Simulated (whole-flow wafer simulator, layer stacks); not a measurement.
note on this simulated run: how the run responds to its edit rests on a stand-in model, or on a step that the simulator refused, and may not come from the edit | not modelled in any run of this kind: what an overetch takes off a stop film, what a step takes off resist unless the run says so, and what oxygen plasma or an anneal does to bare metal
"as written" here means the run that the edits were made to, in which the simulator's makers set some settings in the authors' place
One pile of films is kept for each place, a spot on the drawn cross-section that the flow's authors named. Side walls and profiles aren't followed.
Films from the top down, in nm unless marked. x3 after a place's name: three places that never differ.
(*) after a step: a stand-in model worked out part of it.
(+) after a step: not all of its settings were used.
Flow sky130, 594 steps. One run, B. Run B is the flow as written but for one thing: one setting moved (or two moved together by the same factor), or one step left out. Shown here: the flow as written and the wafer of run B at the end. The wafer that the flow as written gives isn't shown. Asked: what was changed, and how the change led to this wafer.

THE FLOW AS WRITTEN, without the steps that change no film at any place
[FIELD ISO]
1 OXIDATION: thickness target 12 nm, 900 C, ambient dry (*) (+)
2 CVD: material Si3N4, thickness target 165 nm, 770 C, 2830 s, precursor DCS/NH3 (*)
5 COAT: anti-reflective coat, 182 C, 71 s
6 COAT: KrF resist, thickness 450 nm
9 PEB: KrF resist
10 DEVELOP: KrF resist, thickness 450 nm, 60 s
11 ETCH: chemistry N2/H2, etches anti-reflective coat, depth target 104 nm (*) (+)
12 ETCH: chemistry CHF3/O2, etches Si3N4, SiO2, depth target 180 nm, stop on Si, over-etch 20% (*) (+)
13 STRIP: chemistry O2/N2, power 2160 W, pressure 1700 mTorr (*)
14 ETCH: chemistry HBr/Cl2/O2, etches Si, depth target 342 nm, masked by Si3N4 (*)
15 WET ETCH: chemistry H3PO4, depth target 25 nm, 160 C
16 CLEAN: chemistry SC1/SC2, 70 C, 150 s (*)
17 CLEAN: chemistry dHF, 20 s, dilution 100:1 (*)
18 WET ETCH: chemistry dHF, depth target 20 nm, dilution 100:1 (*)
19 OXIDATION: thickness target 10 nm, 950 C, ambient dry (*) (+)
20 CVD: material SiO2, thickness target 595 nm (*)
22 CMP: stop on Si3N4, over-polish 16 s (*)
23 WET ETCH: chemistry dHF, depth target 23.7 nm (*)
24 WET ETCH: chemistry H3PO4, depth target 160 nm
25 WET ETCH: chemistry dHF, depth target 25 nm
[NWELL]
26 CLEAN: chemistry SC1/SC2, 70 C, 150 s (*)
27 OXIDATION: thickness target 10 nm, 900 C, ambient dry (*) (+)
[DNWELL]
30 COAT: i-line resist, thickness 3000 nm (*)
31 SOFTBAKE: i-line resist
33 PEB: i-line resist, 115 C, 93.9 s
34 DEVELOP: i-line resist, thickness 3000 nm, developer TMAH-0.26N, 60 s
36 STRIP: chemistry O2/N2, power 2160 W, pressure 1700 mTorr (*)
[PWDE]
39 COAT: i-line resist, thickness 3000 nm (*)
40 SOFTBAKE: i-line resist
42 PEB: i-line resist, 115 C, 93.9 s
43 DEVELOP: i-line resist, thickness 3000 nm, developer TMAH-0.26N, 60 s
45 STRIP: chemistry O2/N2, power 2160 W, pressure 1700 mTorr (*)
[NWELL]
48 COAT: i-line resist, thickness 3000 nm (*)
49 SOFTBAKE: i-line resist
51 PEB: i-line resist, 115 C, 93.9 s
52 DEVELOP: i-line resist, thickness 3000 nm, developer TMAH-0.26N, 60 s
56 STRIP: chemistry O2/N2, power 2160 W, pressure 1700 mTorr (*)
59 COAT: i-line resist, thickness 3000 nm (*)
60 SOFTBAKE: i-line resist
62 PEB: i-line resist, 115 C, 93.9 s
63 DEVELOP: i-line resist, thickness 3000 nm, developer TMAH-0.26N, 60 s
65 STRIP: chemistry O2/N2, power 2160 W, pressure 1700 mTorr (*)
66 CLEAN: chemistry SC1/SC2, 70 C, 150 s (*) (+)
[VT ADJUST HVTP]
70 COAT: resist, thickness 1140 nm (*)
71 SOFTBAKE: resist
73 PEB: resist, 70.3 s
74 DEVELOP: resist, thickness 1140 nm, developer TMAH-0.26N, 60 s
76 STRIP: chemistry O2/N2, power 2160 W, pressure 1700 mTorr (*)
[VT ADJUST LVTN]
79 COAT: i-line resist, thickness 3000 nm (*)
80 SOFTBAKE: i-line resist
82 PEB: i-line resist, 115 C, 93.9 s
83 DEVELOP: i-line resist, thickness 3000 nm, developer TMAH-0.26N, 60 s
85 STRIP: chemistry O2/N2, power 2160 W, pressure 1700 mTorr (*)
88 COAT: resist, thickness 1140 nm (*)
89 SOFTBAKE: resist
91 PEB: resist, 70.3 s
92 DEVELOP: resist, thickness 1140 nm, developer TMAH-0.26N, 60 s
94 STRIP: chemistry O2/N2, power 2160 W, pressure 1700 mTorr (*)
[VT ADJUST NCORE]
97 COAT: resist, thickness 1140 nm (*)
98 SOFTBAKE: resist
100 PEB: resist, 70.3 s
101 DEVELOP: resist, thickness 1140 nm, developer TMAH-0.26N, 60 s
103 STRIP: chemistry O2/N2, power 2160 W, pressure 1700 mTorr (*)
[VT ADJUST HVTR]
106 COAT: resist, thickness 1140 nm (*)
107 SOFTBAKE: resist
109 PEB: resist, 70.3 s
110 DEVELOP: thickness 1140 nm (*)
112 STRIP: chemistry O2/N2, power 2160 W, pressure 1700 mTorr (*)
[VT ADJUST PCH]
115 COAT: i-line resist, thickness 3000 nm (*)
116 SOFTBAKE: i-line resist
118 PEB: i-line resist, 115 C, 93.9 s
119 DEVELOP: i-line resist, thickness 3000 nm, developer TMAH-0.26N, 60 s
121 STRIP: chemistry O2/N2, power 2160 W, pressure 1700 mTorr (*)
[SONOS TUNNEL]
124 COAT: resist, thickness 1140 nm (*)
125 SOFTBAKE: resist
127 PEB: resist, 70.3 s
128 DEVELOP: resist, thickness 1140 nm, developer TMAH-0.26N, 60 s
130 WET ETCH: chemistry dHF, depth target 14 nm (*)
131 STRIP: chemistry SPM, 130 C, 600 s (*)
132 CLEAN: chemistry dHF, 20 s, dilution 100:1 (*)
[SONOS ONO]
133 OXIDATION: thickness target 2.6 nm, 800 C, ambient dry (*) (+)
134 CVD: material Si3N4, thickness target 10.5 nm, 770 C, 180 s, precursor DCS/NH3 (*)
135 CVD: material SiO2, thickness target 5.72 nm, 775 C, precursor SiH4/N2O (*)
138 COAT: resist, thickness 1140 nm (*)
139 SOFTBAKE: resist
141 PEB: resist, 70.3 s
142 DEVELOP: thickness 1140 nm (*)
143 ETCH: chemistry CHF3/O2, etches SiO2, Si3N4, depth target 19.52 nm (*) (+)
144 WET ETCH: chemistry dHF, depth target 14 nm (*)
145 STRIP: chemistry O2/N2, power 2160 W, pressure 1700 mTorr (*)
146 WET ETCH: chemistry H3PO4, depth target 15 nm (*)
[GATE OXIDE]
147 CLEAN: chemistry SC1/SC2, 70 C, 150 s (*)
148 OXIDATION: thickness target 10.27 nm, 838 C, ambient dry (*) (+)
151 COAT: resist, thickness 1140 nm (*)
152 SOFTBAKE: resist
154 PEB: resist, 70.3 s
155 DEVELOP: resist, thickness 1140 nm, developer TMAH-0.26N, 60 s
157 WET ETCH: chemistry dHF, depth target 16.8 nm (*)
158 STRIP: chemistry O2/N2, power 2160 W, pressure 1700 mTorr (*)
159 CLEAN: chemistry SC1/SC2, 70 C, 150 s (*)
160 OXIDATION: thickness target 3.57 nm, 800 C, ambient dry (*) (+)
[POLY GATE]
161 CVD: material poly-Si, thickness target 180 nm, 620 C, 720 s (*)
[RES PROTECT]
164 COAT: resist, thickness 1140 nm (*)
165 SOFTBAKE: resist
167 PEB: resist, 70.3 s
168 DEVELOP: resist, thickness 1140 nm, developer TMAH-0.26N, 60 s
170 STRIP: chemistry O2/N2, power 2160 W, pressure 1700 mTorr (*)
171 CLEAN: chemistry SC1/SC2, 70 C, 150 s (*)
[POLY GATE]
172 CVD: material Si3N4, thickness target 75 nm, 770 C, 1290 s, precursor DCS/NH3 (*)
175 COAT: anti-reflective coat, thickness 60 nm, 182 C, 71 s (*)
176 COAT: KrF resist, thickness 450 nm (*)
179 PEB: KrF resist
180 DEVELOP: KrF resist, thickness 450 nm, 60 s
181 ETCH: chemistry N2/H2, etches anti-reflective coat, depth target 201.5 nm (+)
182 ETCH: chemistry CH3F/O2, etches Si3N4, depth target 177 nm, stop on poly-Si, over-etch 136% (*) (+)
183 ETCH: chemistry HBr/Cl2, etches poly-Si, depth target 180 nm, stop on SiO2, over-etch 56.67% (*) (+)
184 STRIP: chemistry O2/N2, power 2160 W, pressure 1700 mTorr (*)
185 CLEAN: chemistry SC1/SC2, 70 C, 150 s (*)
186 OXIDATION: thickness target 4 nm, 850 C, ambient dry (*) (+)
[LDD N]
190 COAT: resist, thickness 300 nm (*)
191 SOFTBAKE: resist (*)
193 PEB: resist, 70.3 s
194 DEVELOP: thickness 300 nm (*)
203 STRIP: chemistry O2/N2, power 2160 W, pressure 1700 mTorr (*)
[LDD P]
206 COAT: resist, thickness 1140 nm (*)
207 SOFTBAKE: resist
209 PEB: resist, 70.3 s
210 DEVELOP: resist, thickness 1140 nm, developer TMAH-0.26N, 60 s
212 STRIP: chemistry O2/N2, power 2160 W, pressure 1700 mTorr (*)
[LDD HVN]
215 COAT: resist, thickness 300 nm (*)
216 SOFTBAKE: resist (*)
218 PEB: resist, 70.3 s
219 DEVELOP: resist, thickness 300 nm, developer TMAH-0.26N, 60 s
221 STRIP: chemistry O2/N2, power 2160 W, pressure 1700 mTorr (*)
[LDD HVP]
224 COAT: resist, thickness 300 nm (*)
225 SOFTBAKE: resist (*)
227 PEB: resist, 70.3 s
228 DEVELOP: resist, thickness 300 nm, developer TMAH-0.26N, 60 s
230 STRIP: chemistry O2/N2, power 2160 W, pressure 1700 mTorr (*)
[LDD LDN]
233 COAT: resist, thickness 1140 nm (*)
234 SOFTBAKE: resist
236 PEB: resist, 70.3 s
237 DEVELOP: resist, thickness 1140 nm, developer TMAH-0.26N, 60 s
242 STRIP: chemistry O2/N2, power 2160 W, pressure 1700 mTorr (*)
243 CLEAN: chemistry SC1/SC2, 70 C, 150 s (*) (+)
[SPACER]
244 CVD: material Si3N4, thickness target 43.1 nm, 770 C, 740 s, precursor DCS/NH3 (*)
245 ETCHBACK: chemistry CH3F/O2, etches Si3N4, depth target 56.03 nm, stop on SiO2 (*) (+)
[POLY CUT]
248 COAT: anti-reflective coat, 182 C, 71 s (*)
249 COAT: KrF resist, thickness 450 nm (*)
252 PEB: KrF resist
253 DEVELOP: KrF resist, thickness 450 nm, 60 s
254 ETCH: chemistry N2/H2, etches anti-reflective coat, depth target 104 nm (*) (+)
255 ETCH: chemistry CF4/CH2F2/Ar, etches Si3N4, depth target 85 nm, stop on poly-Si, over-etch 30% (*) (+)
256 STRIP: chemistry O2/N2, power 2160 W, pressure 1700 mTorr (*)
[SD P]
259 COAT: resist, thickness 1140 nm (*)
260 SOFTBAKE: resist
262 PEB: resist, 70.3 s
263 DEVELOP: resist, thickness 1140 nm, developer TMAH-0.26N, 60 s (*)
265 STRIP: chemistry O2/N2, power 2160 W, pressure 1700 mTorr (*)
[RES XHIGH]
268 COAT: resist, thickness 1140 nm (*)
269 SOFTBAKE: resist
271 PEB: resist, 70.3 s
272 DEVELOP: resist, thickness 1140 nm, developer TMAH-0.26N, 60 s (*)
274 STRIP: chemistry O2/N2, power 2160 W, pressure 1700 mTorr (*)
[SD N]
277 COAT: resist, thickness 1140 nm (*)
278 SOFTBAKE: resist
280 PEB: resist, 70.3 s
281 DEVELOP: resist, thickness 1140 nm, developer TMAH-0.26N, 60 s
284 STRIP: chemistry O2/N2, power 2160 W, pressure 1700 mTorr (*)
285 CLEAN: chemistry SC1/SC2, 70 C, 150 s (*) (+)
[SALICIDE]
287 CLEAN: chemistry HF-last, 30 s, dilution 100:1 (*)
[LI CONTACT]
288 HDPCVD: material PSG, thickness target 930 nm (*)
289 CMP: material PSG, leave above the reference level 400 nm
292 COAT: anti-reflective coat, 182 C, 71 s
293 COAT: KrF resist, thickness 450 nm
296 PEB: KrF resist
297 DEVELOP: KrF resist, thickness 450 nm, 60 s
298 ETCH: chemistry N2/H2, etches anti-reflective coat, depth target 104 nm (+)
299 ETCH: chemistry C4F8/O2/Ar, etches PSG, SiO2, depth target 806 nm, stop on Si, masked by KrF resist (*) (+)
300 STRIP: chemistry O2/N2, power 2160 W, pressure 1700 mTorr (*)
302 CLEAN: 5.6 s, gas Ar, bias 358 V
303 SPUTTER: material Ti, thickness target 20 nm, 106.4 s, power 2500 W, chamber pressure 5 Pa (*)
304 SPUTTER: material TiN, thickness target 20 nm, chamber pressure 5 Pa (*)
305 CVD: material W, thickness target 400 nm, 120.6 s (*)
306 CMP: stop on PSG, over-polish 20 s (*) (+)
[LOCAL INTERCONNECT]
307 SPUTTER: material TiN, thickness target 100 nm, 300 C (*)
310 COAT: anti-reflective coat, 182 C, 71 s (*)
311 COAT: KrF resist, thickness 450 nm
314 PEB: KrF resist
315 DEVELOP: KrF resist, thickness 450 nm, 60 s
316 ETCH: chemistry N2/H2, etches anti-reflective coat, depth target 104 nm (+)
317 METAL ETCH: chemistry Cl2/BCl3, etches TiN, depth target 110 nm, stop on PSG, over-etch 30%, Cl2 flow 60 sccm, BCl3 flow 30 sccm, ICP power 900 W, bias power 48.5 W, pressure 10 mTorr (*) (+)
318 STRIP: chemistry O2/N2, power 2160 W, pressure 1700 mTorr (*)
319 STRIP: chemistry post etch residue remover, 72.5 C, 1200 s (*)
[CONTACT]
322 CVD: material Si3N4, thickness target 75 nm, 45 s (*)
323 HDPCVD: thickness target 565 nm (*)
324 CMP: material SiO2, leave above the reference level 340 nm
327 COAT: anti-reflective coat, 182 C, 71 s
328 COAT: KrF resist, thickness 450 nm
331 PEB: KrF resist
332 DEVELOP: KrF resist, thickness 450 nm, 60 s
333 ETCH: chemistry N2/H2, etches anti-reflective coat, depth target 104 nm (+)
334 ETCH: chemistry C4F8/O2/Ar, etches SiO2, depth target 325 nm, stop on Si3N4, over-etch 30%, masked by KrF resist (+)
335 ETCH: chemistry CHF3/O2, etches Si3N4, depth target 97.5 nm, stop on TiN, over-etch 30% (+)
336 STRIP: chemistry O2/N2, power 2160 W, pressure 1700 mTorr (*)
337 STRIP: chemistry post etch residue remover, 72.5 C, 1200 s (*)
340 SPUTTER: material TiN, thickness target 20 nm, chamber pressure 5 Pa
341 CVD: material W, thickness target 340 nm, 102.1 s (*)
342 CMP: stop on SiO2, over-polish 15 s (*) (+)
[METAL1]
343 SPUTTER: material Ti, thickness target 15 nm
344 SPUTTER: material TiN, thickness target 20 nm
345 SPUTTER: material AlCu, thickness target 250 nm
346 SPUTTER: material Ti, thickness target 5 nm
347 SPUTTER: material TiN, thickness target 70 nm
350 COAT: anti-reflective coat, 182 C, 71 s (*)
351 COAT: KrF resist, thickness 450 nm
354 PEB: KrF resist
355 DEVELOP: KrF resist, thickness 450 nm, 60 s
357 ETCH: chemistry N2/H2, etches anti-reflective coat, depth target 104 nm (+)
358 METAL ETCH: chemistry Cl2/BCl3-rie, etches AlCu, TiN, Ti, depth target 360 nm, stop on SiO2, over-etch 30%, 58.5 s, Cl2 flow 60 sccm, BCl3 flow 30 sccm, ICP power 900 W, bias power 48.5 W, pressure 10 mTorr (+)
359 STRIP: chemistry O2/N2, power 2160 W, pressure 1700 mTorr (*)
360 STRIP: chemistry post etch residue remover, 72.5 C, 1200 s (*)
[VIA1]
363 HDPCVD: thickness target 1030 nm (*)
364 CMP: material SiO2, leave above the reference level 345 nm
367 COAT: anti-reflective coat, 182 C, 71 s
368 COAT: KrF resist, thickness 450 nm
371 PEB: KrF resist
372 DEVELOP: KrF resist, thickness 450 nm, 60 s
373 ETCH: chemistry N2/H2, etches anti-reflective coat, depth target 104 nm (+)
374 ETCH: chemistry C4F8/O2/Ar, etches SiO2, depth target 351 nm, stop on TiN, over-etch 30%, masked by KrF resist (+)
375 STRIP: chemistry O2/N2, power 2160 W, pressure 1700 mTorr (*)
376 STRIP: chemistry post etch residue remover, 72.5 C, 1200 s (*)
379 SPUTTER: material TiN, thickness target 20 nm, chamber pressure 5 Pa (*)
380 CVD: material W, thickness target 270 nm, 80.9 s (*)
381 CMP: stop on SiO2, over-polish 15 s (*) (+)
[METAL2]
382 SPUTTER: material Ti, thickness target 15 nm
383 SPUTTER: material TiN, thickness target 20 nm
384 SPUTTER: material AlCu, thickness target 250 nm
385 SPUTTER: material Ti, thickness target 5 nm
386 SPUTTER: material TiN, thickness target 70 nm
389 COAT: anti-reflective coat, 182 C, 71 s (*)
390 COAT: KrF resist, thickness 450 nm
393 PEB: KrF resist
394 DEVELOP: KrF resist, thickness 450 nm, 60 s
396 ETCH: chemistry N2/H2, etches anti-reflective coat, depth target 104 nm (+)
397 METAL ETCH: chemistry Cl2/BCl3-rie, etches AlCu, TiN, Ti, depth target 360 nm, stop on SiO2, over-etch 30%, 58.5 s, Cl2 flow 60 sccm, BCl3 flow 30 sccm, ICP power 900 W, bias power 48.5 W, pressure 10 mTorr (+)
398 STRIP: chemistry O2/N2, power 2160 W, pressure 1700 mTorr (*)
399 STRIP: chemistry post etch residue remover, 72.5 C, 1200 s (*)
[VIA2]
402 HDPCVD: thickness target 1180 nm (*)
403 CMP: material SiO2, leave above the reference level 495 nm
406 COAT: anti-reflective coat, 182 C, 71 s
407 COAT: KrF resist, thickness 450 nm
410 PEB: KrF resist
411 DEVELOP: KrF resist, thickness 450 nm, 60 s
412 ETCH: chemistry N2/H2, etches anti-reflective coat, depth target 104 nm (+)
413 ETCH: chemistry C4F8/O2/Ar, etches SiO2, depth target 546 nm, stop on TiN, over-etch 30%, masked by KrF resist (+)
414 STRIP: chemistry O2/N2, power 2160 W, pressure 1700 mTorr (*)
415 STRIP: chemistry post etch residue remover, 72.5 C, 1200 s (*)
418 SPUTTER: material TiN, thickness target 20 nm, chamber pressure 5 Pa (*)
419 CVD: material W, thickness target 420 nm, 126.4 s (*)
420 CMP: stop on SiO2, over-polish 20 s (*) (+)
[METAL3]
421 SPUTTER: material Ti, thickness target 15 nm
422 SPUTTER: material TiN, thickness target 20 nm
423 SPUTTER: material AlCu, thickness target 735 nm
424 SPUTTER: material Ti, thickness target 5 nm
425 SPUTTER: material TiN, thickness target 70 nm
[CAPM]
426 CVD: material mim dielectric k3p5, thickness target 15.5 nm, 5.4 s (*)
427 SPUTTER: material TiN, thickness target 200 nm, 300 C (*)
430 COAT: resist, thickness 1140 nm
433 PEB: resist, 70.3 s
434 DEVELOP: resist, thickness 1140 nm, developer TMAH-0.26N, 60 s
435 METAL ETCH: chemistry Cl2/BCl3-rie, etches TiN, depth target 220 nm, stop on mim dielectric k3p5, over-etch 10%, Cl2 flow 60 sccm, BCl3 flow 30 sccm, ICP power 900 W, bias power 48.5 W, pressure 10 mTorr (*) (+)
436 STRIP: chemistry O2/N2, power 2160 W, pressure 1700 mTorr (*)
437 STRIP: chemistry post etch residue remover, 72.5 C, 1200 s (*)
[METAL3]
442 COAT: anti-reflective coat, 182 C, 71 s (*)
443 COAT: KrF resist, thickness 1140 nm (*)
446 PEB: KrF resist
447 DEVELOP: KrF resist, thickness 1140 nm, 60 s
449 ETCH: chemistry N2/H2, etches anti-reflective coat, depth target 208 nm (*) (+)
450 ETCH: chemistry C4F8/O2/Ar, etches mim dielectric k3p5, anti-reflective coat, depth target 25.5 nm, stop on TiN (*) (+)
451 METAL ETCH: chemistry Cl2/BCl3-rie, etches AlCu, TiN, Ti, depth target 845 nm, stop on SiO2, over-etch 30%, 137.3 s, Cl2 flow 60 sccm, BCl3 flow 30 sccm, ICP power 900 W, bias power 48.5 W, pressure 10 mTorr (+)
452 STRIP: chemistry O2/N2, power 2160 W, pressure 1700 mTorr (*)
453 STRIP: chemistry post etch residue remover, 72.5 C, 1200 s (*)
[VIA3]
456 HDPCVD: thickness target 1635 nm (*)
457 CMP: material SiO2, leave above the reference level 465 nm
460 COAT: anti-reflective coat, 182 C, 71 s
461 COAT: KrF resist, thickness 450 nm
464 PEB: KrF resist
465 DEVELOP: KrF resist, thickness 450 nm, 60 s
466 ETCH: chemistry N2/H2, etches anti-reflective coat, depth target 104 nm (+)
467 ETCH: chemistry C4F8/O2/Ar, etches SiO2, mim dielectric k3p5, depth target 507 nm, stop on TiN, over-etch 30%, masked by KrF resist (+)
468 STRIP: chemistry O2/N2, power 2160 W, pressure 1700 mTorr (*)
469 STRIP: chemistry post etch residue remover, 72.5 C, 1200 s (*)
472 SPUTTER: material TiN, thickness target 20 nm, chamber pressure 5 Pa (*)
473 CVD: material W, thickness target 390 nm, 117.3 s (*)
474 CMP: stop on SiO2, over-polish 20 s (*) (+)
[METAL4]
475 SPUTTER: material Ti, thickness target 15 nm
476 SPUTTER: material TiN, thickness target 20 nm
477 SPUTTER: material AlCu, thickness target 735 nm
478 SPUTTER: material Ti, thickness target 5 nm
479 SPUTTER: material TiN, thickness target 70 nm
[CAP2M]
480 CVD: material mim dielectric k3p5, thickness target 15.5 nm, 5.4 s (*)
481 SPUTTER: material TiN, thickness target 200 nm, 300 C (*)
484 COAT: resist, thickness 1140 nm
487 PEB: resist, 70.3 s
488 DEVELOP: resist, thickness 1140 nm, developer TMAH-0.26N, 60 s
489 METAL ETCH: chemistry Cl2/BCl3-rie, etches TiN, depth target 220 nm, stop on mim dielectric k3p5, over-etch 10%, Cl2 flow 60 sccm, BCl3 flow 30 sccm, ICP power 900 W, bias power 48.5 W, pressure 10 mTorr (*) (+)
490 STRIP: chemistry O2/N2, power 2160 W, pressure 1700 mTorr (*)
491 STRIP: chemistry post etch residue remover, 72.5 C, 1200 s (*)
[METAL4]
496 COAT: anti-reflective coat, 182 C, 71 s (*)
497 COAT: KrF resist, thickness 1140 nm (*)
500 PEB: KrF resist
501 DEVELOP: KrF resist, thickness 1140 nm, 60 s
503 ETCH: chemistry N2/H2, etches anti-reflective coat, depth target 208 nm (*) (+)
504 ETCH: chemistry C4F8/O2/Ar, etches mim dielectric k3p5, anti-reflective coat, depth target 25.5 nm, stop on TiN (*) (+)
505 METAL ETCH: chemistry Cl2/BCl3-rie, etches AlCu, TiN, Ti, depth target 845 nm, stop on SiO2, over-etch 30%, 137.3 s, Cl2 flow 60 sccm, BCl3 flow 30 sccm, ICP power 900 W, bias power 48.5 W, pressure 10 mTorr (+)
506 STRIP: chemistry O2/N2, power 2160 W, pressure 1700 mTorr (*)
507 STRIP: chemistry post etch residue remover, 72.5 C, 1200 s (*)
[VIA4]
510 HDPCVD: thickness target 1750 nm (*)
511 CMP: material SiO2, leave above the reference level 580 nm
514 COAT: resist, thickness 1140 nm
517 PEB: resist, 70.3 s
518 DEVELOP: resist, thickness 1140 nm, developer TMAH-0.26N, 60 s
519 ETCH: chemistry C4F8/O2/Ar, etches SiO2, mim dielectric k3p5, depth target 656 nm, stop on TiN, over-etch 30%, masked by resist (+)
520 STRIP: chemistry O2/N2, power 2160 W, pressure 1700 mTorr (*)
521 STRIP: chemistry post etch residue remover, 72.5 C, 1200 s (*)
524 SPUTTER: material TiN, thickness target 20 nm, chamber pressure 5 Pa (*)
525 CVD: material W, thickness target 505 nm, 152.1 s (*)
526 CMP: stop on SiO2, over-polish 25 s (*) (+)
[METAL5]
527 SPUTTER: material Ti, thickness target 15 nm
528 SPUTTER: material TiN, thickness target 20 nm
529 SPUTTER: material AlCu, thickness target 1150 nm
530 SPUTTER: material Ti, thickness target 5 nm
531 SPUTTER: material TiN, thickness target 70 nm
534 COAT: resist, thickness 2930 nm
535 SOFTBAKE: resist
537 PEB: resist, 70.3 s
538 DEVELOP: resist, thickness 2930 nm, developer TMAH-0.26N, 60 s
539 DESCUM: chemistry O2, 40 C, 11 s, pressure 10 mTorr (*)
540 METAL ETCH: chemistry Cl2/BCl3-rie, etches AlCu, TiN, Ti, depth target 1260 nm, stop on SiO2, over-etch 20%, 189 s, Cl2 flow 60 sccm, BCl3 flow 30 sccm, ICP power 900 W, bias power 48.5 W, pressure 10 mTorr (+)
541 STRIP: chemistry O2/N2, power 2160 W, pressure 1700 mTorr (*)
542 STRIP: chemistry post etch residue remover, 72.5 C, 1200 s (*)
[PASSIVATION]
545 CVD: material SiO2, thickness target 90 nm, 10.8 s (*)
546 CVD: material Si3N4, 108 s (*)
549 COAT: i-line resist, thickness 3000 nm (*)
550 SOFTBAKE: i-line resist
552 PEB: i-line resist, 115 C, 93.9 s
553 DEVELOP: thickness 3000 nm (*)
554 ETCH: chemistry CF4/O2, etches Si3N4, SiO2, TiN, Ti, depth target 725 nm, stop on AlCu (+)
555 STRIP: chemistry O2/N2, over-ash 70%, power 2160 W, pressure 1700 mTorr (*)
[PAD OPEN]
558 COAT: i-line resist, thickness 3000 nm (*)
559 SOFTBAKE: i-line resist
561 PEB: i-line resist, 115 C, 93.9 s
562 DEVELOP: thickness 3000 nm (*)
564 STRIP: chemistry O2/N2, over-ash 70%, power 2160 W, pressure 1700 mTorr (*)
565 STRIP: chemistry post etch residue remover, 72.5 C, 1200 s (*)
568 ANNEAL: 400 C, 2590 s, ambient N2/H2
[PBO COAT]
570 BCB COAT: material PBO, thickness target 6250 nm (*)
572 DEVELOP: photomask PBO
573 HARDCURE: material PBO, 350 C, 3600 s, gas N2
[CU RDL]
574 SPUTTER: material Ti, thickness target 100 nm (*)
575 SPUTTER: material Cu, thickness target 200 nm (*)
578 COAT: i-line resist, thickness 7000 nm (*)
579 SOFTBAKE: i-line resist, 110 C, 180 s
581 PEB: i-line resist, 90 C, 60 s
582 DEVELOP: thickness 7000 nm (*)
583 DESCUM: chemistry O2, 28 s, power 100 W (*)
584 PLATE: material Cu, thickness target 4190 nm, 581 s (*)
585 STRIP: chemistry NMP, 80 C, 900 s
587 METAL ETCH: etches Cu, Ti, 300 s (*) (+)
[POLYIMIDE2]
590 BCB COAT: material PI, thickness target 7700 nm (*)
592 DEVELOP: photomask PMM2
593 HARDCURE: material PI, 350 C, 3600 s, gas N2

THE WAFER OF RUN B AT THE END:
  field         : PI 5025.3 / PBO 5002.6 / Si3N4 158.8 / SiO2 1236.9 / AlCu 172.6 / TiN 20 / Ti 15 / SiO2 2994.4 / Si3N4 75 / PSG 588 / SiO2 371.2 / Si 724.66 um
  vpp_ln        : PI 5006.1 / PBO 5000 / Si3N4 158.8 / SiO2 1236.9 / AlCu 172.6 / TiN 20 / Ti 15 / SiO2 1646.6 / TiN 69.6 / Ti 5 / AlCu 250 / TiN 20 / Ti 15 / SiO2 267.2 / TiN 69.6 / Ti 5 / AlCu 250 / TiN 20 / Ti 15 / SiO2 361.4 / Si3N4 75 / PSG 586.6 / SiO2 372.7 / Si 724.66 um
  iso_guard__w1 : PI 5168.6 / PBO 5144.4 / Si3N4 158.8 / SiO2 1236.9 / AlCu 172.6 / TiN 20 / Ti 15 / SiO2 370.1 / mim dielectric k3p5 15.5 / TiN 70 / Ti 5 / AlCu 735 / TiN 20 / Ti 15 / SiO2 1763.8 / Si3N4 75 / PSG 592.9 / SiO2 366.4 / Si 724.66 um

The cause: step 505, METAL ETCH: depth target 485.9 nm was run, where the flow has depth target 845 nm; step 505, METAL ETCH: 78.9 s was run, where the flow has 137.3 s.

How the change led to this, step by step:
  505 METAL ETCH: chemistry Cl2/BCl3-rie, etches AlCu, TiN, Ti, depth target 845 nm, stop on SiO2, over-etch 30%, 137.3 s, Cl2 flow 60 sccm, BCl3 flow 30 sccm, ICP power 900 W, bias power 48.5 W, pressure 10 mTorr (+)
      field, gate, spacer and 68 more: TiN -70 (all of it), Ti -5 (all of it), AlCu -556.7 (as written it would be: TiN -70 (all of it), Ti -5 (all of it), AlCu -735 (all of it), TiN -20 (all of it), Ti -15 (all of it), SiO2 -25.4)
      active, vpp_iso1, mim_edge_plate and 14 more: TiN -70 (all of it), Ti -5 (all of it), AlCu -556.7 (as written it would be: TiN -70 (all of it), Ti -5 (all of it), AlCu -735 (all of it), TiN -20 (all of it), Ti -15 (all of it), SiO2 -25.3)
      (and at 105 more places)
  506 STRIP: chemistry O2/N2, power 2160 W, pressure 1700 mTorr (*)
      n_well, p_well, gate_hv and 82 more: KrF resist -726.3 (all of it), anti-reflective coat -80 (all of it) (as written it would be: KrF resist -492.9 (all of it), anti-reflective coat -80 (all of it))
      m1, via3_hole: KrF resist -726.4 (all of it), anti-reflective coat -80.5 (all of it) (as written it would be: KrF resist -493 (all of it), anti-reflective coat -80.5 (all of it))
      (and at 18 more places)
  507 STRIP: chemistry post etch residue remover, 72.5 C, 1200 s (*)
      field, active, gate and 85 more: AlCu -5.72 (as written it would be: nothing)
  510 HDPCVD: thickness target 1750 nm (*)
      field, active, gate and 85 more: SiO2 +1750 (new film) (as written it would be: SiO2 +1750)
  511 CMP: material SiO2, leave above the reference level 580 nm
      field, active, gate and 77 more: SiO2 -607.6 (as written it would be: SiO2 -374.7)
      iso_guard__w1, mim_edge_gap, vpp_l1ln, vpp_m3ln, rpm_encl, via2_enc, rpm_encl_psd, iso_guard_nsd_tip: SiO2 -607.6 (as written it would be: SiO2 -374.6)
Counting metal films that touch as one body, field has 1 body; the flow as written gives 0 bodies.
Counting metal films that touch as one body, vpp_ln has 3 bodies (between them, from the top down: SiO2 1646.6; SiO2 267.2); the flow as written gives 2 bodies (between them, from the top down: SiO2 267.2).
Counting metal films that touch as one body, iso_guard__w1 has 2 bodies (between them, from the top down: SiO2 370.1 / mim dielectric k3p5 15.5); the flow as written gives 1 body.
